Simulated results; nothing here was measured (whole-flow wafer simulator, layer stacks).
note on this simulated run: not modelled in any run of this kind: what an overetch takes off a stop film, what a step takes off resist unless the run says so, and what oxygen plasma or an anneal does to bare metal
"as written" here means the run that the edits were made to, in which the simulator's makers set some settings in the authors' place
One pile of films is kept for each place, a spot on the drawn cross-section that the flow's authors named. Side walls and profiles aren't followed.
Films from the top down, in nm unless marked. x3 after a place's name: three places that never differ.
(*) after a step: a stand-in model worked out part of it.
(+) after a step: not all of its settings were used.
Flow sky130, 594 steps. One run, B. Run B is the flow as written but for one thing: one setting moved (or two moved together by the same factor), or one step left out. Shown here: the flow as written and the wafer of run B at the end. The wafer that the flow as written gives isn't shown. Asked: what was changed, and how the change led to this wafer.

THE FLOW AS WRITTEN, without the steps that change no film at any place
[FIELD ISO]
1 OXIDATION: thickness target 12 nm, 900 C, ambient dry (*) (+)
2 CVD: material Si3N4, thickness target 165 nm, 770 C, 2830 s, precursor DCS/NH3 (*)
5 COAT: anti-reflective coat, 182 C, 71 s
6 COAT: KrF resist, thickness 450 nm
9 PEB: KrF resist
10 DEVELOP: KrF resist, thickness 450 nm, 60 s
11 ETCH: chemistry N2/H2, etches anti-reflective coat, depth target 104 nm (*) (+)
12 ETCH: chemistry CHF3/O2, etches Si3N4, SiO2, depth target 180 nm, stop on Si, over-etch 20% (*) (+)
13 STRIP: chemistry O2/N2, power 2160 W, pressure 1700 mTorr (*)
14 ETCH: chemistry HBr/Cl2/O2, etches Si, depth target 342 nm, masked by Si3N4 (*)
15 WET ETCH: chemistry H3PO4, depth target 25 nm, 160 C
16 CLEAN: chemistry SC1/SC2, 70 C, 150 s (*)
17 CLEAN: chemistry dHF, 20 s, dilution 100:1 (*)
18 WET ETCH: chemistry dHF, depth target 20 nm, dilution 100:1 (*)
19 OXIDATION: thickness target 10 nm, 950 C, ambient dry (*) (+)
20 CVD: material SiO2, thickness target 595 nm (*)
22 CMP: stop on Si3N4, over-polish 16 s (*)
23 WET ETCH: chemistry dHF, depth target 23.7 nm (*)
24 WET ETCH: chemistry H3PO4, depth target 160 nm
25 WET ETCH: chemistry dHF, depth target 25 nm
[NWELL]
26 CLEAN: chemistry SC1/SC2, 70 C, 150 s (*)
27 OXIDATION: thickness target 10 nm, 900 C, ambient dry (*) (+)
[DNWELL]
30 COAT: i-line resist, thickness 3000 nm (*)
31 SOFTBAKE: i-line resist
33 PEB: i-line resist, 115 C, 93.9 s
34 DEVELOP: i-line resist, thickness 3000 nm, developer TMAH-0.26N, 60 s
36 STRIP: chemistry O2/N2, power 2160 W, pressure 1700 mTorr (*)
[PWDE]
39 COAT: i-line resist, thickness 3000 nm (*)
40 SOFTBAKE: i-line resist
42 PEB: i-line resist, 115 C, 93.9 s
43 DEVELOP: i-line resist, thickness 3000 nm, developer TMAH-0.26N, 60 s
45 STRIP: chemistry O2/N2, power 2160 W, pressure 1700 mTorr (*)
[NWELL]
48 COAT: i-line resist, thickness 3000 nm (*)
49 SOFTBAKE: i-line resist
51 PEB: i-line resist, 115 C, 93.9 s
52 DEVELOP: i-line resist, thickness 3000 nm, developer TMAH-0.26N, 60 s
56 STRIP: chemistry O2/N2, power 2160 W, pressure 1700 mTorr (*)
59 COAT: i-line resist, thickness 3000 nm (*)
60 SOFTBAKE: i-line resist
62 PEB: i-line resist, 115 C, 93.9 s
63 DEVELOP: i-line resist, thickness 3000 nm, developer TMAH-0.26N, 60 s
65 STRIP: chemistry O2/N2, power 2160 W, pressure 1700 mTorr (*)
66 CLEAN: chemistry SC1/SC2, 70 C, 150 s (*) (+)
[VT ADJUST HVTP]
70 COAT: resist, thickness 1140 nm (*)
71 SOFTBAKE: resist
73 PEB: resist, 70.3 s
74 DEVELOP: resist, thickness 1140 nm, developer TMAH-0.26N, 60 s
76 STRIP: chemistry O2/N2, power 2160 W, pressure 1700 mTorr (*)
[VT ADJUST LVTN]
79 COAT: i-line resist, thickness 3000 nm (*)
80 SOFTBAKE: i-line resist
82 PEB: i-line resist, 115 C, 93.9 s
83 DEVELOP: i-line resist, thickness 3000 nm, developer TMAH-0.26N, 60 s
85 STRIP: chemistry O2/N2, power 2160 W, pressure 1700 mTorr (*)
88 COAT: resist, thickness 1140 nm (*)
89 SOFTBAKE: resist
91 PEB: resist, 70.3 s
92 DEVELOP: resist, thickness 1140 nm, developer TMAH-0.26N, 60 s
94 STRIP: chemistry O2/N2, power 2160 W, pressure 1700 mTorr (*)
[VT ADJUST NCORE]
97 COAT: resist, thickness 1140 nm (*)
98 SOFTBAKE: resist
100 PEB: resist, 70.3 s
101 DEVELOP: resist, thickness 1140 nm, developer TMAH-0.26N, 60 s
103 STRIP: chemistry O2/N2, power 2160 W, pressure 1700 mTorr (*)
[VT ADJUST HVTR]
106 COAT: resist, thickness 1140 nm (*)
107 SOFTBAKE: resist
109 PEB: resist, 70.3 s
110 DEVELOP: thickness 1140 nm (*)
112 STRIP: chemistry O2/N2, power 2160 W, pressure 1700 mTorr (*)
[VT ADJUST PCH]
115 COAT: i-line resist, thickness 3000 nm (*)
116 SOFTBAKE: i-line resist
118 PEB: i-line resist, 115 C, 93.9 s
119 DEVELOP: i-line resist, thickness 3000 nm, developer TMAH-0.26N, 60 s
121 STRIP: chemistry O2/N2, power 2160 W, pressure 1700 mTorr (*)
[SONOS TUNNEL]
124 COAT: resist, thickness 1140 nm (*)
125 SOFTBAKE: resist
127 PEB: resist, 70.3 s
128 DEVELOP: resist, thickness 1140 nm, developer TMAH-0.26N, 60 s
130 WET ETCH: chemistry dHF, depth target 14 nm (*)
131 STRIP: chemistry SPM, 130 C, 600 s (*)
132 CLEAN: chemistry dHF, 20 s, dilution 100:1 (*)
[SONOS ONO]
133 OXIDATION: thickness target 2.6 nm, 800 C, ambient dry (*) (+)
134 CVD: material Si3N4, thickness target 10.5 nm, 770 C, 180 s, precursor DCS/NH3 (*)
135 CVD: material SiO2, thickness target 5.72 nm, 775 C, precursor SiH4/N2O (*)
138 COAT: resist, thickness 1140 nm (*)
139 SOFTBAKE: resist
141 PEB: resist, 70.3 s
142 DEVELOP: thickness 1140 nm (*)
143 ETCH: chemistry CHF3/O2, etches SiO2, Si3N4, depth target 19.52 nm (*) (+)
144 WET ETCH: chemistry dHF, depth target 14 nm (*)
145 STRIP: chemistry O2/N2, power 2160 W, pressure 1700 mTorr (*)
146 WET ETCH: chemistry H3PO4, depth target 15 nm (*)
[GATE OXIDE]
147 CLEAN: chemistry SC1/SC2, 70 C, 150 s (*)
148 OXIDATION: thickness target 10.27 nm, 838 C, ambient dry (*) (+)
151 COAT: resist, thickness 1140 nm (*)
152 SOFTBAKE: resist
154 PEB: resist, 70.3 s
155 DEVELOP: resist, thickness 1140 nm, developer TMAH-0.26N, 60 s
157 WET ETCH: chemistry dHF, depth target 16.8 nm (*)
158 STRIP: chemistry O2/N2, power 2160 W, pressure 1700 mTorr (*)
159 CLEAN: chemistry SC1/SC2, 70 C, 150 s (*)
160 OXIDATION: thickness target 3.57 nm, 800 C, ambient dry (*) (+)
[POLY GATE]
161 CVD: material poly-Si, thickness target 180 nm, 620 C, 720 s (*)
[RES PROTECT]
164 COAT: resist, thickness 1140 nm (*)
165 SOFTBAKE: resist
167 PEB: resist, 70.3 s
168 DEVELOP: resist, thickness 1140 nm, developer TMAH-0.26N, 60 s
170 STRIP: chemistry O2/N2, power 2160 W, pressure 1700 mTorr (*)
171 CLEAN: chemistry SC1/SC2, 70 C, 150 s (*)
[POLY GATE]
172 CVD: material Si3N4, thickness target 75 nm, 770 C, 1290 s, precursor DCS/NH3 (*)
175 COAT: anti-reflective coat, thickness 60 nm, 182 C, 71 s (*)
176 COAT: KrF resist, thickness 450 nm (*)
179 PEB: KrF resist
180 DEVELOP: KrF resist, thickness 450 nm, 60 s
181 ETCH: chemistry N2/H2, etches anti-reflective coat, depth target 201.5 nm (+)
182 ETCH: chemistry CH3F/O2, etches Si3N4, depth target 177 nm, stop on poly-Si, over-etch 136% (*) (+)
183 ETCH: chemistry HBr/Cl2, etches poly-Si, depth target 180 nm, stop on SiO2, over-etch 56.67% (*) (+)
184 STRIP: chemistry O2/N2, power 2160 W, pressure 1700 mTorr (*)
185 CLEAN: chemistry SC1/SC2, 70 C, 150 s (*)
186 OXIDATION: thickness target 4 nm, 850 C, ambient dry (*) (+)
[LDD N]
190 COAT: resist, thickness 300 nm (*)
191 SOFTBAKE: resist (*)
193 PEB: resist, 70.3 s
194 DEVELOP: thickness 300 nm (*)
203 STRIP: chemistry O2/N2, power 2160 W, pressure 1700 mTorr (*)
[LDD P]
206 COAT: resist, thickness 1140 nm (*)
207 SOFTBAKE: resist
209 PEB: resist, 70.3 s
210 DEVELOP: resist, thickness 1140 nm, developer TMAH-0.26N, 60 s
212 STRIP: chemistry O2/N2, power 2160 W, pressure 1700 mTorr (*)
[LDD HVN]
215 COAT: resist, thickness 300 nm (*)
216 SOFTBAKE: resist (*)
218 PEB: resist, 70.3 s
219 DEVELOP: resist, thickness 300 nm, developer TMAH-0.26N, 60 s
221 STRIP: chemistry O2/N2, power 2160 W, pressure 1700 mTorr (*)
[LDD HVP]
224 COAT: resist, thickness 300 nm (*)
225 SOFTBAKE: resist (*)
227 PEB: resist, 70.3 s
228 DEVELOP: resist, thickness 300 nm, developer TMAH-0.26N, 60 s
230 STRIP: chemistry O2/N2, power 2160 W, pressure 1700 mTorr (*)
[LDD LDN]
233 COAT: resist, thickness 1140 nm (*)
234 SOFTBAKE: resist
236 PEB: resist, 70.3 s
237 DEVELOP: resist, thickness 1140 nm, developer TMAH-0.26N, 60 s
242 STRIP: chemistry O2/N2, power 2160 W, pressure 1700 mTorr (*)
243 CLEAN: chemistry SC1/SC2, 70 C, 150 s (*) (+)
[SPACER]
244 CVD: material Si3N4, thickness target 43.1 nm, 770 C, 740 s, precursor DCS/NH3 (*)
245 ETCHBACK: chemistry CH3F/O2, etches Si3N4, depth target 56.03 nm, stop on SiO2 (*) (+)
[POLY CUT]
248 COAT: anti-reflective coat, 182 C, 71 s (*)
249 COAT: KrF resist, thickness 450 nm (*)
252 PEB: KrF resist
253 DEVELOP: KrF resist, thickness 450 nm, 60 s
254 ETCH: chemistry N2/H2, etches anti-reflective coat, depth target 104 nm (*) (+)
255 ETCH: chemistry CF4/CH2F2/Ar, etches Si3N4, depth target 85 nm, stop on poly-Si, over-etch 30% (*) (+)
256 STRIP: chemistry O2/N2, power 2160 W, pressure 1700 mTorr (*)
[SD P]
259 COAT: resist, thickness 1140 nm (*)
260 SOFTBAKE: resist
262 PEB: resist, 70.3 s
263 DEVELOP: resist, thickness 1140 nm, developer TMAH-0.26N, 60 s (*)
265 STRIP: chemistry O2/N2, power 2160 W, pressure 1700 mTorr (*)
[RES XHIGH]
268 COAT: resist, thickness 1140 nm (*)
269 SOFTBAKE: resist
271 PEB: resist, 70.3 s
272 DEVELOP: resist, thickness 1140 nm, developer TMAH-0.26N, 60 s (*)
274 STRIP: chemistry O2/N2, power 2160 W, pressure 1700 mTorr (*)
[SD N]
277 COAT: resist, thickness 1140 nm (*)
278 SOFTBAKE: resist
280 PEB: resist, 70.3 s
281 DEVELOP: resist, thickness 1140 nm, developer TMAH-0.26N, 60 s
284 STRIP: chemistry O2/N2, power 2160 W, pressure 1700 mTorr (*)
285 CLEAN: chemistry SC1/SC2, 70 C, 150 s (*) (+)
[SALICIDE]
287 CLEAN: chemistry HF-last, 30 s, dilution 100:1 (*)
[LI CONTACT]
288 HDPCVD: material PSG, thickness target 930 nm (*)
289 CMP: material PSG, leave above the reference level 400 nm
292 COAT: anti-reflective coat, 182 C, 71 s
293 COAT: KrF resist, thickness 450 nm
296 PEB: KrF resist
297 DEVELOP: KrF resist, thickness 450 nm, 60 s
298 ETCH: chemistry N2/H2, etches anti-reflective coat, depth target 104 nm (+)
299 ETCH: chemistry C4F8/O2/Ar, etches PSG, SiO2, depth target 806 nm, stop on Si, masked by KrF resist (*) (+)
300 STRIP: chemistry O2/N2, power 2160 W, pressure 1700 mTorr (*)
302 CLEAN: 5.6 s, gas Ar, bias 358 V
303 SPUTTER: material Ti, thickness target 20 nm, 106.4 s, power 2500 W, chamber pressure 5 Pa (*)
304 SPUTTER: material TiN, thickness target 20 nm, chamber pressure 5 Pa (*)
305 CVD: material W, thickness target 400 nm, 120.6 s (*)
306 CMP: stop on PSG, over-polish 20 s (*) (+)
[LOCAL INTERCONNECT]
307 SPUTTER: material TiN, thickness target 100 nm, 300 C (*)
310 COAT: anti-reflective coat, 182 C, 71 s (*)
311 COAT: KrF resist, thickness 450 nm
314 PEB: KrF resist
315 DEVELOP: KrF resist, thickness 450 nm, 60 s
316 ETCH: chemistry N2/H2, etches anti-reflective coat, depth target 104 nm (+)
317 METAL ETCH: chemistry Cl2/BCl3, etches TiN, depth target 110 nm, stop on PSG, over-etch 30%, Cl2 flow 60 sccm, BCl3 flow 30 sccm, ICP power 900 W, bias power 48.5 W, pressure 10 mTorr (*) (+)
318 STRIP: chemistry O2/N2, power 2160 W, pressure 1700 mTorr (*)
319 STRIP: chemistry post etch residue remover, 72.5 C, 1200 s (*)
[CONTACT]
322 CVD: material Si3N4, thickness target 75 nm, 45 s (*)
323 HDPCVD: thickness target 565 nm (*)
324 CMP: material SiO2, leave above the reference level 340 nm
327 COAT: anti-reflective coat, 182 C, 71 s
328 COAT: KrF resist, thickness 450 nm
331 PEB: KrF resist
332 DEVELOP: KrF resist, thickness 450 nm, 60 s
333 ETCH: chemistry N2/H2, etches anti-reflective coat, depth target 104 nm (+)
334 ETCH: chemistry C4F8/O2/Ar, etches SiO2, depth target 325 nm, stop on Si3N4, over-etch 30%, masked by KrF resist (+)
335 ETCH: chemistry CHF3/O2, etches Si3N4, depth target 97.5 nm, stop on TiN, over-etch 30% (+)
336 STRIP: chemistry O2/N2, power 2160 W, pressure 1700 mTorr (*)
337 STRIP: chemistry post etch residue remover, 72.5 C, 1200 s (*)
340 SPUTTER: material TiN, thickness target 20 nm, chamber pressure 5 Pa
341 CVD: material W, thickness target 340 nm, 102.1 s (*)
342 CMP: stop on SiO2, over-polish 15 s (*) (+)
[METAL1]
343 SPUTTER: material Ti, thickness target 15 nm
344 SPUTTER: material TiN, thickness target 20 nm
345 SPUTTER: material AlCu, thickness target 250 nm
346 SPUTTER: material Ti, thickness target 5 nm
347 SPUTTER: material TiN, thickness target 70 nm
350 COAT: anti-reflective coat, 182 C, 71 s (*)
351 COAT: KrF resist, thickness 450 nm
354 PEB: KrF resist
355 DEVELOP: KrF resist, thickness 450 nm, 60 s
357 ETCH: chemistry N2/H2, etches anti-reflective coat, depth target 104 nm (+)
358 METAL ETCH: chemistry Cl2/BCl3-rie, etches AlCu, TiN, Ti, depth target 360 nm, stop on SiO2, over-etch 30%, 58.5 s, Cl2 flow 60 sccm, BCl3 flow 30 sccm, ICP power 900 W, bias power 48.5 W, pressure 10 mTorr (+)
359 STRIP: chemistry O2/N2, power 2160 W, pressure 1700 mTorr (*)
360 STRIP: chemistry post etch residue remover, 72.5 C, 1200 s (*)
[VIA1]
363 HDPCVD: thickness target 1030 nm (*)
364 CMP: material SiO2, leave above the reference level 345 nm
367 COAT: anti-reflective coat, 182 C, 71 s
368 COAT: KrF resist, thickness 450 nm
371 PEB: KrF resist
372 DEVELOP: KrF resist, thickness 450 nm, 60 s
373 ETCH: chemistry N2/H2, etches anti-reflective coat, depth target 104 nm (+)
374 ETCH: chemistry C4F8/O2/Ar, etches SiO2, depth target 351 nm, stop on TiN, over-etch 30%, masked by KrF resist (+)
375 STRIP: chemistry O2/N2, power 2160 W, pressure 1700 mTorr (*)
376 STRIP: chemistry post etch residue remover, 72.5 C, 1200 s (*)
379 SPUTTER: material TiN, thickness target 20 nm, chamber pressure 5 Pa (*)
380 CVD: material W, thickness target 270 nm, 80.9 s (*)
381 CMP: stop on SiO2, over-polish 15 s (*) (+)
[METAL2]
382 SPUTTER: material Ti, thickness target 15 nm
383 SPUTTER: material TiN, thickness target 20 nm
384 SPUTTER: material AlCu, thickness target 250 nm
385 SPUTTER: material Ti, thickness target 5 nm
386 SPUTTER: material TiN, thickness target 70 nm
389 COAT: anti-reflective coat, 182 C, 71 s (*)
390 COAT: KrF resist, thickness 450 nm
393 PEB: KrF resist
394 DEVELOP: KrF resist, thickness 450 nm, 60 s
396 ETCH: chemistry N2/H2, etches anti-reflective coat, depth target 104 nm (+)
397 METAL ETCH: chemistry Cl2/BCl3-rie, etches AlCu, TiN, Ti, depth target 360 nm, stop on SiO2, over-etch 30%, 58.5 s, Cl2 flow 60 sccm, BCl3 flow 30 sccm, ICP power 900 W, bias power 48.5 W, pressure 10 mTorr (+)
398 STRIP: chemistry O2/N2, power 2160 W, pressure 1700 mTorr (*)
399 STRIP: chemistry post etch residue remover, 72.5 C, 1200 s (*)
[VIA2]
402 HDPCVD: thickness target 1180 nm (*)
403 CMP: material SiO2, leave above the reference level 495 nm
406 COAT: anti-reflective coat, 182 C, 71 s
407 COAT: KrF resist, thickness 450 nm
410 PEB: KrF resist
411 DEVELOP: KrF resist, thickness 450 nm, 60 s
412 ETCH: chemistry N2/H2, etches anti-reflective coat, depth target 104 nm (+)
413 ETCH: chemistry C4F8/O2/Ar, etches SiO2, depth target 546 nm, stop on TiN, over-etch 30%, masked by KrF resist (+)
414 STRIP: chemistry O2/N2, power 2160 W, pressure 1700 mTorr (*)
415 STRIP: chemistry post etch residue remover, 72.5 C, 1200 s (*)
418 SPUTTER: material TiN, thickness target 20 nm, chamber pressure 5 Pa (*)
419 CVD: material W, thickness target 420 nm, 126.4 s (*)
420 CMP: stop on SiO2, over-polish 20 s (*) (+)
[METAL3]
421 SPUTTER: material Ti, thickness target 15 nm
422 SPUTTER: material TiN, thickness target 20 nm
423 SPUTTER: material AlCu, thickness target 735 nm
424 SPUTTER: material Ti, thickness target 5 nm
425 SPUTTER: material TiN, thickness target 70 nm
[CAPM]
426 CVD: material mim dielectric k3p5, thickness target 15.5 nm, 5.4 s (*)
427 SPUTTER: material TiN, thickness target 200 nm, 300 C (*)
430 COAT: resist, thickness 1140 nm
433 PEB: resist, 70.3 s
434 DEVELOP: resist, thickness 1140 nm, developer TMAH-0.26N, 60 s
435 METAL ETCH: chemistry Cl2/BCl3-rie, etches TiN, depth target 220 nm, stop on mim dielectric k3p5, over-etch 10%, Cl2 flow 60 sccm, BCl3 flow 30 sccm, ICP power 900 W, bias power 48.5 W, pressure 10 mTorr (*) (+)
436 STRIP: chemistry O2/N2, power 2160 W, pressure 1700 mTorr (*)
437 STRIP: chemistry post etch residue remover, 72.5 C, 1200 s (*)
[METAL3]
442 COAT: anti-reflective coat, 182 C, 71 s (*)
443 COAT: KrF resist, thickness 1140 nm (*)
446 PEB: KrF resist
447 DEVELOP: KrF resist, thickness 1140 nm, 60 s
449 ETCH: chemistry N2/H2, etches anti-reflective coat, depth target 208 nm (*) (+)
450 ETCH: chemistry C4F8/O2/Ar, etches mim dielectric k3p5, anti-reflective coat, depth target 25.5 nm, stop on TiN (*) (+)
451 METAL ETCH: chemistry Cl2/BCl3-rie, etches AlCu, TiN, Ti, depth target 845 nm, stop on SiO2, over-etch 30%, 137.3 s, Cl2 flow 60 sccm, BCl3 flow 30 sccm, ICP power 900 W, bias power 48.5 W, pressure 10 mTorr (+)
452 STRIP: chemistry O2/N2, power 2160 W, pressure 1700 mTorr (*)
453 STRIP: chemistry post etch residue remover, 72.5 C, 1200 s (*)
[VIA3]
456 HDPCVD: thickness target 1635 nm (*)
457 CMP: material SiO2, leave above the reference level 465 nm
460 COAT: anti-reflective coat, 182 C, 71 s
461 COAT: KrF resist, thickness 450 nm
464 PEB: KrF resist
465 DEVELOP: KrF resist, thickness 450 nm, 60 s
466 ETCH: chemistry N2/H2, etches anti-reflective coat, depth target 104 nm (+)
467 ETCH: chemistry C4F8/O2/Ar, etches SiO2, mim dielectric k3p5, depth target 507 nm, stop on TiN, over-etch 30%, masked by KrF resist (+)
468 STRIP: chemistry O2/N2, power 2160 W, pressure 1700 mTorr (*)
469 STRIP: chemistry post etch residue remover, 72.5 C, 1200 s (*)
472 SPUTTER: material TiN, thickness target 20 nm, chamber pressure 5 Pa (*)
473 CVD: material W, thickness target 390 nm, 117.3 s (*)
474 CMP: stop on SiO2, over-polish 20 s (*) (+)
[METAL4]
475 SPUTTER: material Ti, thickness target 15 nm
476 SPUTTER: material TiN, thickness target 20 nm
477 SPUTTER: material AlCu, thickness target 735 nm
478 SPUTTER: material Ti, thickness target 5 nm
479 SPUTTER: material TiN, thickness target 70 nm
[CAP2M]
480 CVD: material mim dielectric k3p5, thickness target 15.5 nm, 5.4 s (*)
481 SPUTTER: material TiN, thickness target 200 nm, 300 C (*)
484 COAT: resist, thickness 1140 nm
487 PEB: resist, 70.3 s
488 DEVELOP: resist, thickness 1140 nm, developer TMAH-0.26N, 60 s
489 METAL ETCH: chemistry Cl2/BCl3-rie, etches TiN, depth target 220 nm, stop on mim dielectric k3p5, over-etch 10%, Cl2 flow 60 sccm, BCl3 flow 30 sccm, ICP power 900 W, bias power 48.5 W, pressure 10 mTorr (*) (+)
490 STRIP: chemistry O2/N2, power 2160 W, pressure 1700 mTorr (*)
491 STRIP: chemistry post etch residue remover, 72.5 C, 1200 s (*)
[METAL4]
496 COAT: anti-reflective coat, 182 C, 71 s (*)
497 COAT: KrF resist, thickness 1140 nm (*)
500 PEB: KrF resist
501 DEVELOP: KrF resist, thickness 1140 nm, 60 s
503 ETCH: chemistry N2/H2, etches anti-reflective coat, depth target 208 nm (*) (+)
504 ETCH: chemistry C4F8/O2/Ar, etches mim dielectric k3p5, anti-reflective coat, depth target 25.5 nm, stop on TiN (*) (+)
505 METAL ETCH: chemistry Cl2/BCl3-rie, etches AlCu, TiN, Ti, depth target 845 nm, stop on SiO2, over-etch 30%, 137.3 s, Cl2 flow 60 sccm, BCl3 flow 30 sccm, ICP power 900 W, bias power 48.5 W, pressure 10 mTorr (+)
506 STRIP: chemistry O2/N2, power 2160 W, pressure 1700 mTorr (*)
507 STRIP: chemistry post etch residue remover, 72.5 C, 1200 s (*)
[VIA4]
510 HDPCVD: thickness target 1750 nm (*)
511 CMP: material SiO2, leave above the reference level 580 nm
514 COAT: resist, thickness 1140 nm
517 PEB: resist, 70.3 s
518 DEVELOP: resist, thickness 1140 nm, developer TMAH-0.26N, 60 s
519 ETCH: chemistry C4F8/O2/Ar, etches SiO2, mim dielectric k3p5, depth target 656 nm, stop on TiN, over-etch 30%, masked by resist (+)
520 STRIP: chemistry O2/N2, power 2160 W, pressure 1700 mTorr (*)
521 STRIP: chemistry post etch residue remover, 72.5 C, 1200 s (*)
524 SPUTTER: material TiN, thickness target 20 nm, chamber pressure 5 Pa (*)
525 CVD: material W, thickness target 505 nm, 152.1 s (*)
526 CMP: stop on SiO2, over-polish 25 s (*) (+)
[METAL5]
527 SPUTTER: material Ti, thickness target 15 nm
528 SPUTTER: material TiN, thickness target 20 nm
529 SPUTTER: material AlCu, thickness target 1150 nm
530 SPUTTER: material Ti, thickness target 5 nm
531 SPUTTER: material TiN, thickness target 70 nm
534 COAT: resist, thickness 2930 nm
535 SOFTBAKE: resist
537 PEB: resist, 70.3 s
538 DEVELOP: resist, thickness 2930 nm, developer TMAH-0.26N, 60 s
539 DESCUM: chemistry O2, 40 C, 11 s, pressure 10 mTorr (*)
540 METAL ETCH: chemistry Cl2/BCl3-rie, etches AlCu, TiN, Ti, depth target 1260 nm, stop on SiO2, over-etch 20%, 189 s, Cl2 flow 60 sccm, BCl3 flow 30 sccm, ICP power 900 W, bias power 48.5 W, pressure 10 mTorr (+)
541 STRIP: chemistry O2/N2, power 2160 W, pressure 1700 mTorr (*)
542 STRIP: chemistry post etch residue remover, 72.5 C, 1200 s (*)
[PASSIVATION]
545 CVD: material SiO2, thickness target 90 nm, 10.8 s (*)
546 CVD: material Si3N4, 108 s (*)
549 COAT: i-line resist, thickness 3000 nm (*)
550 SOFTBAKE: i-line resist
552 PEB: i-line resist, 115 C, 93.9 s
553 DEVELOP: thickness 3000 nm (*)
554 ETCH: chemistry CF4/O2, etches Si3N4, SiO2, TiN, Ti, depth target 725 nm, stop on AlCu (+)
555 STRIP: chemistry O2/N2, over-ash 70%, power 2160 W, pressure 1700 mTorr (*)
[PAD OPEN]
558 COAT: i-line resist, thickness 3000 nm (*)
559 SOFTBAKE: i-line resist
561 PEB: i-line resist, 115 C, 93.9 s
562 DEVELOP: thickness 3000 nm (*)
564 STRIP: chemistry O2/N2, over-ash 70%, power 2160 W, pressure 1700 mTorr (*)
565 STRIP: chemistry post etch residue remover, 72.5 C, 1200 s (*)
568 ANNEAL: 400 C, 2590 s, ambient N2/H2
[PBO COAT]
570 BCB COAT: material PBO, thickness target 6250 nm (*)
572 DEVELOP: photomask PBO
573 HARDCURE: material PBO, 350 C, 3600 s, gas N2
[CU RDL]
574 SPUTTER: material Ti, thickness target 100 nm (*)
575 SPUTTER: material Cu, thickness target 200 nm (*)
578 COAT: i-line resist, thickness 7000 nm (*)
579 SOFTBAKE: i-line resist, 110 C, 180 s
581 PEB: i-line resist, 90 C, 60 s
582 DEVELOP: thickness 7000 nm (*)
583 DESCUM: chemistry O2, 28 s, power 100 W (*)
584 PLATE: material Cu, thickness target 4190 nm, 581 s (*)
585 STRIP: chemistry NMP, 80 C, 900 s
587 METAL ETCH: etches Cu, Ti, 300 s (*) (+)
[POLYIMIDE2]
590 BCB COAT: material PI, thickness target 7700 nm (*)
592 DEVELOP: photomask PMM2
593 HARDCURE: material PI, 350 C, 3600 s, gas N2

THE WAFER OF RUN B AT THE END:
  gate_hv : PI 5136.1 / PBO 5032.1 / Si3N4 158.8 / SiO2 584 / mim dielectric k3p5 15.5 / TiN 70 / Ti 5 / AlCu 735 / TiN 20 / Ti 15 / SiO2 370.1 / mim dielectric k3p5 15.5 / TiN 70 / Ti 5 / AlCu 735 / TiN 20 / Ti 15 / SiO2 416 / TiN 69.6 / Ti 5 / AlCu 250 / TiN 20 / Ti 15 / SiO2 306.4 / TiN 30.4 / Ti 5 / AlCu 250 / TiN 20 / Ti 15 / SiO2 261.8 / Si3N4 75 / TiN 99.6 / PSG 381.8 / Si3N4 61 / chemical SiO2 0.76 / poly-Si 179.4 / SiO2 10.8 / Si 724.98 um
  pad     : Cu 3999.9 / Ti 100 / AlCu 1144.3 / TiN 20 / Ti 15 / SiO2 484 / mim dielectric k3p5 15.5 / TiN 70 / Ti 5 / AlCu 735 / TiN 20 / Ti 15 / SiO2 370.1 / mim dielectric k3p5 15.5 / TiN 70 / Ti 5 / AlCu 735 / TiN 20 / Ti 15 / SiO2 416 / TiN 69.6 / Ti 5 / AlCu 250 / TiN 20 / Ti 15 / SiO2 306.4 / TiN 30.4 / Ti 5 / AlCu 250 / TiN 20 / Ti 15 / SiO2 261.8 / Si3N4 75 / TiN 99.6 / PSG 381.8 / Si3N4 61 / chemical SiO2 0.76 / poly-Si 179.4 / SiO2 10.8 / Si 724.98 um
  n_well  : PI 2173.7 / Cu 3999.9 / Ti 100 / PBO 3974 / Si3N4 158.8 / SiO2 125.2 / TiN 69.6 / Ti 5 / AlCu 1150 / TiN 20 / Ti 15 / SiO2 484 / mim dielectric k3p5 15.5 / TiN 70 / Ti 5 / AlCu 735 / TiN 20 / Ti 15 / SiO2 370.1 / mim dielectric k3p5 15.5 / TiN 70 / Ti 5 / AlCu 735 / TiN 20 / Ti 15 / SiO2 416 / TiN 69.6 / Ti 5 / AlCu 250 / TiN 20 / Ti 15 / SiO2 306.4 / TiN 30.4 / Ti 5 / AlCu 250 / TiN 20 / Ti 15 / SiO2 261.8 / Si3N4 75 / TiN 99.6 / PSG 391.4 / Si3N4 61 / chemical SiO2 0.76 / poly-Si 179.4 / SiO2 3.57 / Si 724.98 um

The cause: step 347, SPUTTER: thickness target 30.8 nm was run, where the flow has thickness target 70 nm.

How the change led to this, step by step:
  347 SPUTTER: material TiN, thickness target 70 nm
      field, active, n_well and 188 more: TiN +30.8 (new film) (as written it would be: TiN +70 (new film))
  358 METAL ETCH: chemistry Cl2/BCl3-rie, etches AlCu, TiN, Ti, depth target 360 nm, stop on SiO2, over-etch 30%, 58.5 s, Cl2 flow 60 sccm, BCl3 flow 30 sccm, ICP power 900 W, bias power 48.5 W, pressure 10 mTorr (+)
      field, active, gate and 81 more: TiN -29.5 (all of it), Ti -5 (all of it), AlCu -250 (all of it), TiN -20 (all of it), Ti -15 (all of it), SiO2 -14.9 (as written it would be: TiN -68.7 (all of it), Ti -5 (all of it), AlCu -250 (all of it), TiN -20 (all of it), Ti -15 (all of it), SiO2 -10.9)
  364 CMP: material SiO2, leave above the reference level 345 nm
      n_well, p_well, gate_hv and 100 more: SiO2 -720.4 (as written it would be: SiO2 -759.6)
      poly_licon, ndiff_licon, ndiff_licon_cpp, rpo_hd_licon: SiO2 -719.8 (as written it would be: SiO2 -759)
  374 ETCH: chemistry C4F8/O2/Ar, etches SiO2, depth target 351 nm, stop on TiN, over-etch 30%, masked by KrF resist (+)
      m1, via1_hole: SiO2 -309 (all of it) (as written it would be: SiO2 -269.8 (all of it))
  379 SPUTTER: material TiN, thickness target 20 nm, chamber pressure 5 Pa (*)
      m1: TiN +10.3 (as written it would be: TiN +11)
      via1_hole: TiN +10.2 (as written it would be: TiN +10.9)
  380 CVD: material W, thickness target 270 nm, 80.9 s (*)
      m1, via1_hole: W +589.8 (new film) (as written it would be: W +549.9 (new film))
